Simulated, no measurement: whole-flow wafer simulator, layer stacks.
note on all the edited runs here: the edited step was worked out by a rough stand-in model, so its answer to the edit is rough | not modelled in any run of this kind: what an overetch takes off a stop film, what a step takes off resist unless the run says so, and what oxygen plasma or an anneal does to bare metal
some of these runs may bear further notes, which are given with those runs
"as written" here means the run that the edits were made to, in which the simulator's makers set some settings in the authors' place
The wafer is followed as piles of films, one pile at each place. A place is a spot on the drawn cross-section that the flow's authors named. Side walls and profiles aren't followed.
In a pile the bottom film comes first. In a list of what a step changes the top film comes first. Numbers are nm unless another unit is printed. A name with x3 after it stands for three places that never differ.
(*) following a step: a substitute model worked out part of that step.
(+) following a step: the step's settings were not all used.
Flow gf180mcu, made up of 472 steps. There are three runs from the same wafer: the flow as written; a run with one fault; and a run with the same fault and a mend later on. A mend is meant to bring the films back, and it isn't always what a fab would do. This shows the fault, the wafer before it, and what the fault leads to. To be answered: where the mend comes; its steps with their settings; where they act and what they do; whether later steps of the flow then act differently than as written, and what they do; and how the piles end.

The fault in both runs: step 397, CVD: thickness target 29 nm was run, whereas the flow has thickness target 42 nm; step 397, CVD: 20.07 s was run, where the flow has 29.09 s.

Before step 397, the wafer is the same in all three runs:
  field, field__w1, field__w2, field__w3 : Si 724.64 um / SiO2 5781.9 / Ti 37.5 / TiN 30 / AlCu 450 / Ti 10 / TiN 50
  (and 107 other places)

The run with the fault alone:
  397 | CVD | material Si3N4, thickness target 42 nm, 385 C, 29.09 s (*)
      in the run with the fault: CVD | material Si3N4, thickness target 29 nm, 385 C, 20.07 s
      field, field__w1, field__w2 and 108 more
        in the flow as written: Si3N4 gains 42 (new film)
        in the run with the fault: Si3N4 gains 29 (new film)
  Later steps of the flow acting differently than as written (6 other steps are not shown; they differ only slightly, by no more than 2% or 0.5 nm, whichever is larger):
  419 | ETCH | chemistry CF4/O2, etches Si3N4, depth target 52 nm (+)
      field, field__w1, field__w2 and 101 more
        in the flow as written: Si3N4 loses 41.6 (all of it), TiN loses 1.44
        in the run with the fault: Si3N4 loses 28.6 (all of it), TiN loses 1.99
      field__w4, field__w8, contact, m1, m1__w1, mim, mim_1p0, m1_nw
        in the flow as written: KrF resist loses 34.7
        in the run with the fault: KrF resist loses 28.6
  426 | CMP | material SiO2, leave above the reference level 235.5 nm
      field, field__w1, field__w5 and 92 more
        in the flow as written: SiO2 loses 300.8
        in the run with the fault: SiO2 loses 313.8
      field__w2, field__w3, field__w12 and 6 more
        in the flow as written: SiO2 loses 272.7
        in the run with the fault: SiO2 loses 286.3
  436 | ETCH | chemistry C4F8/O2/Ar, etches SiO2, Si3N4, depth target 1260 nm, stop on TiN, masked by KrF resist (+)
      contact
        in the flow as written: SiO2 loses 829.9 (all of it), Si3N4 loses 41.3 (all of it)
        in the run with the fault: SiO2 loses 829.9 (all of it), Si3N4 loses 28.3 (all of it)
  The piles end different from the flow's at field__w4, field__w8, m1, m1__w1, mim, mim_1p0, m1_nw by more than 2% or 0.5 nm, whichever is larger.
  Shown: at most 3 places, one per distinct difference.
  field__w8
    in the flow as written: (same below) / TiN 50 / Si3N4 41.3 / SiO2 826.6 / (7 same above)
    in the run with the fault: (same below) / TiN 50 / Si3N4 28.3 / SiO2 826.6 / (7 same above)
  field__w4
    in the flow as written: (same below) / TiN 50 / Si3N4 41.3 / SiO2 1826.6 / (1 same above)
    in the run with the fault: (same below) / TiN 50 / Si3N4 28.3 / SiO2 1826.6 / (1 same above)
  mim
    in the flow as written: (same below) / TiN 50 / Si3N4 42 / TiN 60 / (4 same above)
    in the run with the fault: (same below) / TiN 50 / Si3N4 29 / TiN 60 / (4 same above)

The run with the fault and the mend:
  The mend follows step 397.
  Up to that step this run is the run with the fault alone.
  397a | CVD | material Si3N4, thickness target 13 nm, 385 C, 9.003 s (the flow's step 397 again, with other settings)
      field, field__w1, field__w2 and 108 more
        Si3N4 gains 13
  Every later step of the flow that is run acts as written, at every place that is followed, to within 2% or 0.5 nm, whichever is larger.
  When the end is reached, the piles differ only a little from the flow's at the places that both follow, at most by 2% or 0.5 nm, whichever is larger.
